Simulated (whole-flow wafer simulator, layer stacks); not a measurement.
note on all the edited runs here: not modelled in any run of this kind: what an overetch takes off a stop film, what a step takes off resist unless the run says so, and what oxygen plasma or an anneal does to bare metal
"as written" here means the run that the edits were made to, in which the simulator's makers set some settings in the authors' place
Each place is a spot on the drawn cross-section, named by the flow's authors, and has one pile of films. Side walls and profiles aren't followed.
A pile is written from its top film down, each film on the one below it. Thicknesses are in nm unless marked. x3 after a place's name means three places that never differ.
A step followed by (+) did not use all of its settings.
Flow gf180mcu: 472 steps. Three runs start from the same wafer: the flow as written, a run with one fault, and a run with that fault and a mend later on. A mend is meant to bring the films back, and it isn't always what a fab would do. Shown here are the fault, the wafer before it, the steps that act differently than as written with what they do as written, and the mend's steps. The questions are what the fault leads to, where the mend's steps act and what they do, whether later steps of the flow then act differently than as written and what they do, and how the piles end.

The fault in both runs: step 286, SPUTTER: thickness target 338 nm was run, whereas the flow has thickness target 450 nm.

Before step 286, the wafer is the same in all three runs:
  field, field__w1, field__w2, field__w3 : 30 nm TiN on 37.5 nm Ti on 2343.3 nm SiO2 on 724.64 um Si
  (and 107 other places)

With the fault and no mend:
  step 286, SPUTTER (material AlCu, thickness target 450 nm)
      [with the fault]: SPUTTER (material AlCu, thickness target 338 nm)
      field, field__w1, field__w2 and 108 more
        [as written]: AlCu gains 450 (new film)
        [with the fault]: AlCu gains 338 (new film)
  Steps further on in the flow that do not act as written:
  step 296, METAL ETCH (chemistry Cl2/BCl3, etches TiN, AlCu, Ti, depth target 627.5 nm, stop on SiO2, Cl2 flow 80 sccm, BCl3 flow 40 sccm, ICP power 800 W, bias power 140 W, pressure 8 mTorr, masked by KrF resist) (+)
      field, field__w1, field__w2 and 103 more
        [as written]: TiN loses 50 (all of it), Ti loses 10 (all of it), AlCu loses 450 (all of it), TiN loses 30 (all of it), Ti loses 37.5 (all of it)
        [with the fault]: TiN loses 50 (all of it), Ti loses 10 (all of it), AlCu loses 338 (all of it), TiN loses 30 (all of it), Ti loses 37.5 (all of it)
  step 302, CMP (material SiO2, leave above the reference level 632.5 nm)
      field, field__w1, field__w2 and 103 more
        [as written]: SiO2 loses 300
        [with the fault]: SiO2 loses 412
  By the end, the piles at field__w8, contact, m1, m1__w1, m1_nw depart from the flow's by more than 2% or 0.5 nm, whichever is larger.
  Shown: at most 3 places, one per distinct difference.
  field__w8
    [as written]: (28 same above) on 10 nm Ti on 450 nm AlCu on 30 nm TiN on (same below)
    [with the fault]: (28 same above) on 10 nm Ti on 338 nm AlCu on 30 nm TiN on (same below)
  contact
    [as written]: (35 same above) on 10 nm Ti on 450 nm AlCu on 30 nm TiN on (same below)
    [with the fault]: (35 same above) on 10 nm Ti on 338 nm AlCu on 30 nm TiN on (same below)

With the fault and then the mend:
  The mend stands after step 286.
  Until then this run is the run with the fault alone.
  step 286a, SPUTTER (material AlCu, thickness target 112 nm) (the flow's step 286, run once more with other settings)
      field, field__w1, field__w2 and 108 more
        AlCu gains 112
  Every later step of the flow that is run acts as written at every place that is followed.
  By the end, the piles equal the flow's at every place that both follow.
